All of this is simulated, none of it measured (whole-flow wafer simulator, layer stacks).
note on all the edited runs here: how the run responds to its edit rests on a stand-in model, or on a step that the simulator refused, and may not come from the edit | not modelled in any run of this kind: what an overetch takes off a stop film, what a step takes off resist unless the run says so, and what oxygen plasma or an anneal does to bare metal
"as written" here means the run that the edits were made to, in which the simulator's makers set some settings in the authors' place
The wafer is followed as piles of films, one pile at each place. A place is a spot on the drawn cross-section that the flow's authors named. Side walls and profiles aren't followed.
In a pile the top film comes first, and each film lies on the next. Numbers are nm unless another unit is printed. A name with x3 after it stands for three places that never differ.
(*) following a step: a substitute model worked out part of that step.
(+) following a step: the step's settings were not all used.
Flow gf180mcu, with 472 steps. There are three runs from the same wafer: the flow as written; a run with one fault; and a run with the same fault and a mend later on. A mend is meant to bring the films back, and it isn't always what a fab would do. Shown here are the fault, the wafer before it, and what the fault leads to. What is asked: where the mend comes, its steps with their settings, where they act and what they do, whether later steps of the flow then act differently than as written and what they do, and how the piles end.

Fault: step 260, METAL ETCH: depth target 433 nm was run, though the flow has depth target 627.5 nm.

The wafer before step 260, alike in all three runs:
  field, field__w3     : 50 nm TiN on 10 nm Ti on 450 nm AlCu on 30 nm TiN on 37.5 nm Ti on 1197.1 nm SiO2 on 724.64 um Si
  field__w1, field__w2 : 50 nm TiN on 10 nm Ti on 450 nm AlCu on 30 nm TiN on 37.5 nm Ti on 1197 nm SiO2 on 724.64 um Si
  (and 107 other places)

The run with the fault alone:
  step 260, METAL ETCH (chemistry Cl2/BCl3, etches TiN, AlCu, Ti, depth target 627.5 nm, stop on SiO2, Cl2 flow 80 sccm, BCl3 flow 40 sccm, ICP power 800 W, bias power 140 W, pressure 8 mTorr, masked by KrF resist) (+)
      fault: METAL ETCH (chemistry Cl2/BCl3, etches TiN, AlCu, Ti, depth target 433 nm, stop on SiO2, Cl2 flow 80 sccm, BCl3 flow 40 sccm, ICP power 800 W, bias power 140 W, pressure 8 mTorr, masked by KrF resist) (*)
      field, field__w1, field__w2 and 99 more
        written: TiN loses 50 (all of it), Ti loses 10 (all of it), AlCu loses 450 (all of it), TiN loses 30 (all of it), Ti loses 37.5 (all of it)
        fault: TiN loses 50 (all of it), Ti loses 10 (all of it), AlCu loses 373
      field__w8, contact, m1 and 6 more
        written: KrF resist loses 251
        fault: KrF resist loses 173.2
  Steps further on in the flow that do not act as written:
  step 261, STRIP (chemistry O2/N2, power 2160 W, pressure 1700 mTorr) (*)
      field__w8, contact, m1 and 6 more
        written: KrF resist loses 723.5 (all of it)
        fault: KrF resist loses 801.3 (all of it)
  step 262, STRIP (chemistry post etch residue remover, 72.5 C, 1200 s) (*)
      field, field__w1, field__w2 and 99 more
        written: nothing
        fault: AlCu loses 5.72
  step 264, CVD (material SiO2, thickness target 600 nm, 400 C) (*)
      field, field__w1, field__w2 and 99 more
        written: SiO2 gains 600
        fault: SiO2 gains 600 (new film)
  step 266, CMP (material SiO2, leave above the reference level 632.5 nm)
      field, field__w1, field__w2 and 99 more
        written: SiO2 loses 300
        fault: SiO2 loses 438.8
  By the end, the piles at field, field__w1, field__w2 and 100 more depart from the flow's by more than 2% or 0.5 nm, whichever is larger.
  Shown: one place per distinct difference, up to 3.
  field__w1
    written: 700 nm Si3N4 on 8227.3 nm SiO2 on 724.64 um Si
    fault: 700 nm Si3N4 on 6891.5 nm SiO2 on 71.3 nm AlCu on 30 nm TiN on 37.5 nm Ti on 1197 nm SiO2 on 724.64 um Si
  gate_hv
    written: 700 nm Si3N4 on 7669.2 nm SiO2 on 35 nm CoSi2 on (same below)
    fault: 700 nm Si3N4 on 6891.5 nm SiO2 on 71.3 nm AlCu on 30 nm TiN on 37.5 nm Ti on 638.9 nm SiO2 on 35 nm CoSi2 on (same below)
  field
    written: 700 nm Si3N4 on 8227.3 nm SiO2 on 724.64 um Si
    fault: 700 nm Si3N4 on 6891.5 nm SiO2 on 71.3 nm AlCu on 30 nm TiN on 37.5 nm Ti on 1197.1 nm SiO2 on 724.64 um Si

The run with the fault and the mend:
  The mend stands after step 260.
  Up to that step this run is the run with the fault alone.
  step 260a, METAL ETCH (chemistry Cl2/BCl3, etches TiN, AlCu, Ti, depth target 194.5 nm, stop on SiO2, Cl2 flow 80 sccm, BCl3 flow 40 sccm, ICP power 800 W, bias power 140 W, pressure 8 mTorr, masked by KrF resist) (+) (the flow's step 260, run once more with other settings)
      field, field__w1, field__w2 and 99 more
        AlCu loses 77 (all of it), TiN loses 30 (all of it), Ti loses 37.5 (all of it)
      field__w8, contact, m1 and 6 more
        KrF resist loses 77.8
  Later steps of the flow that are run all act as written at every place that is followed.
  By the end, the piles equal the flow's at every place that both follow.
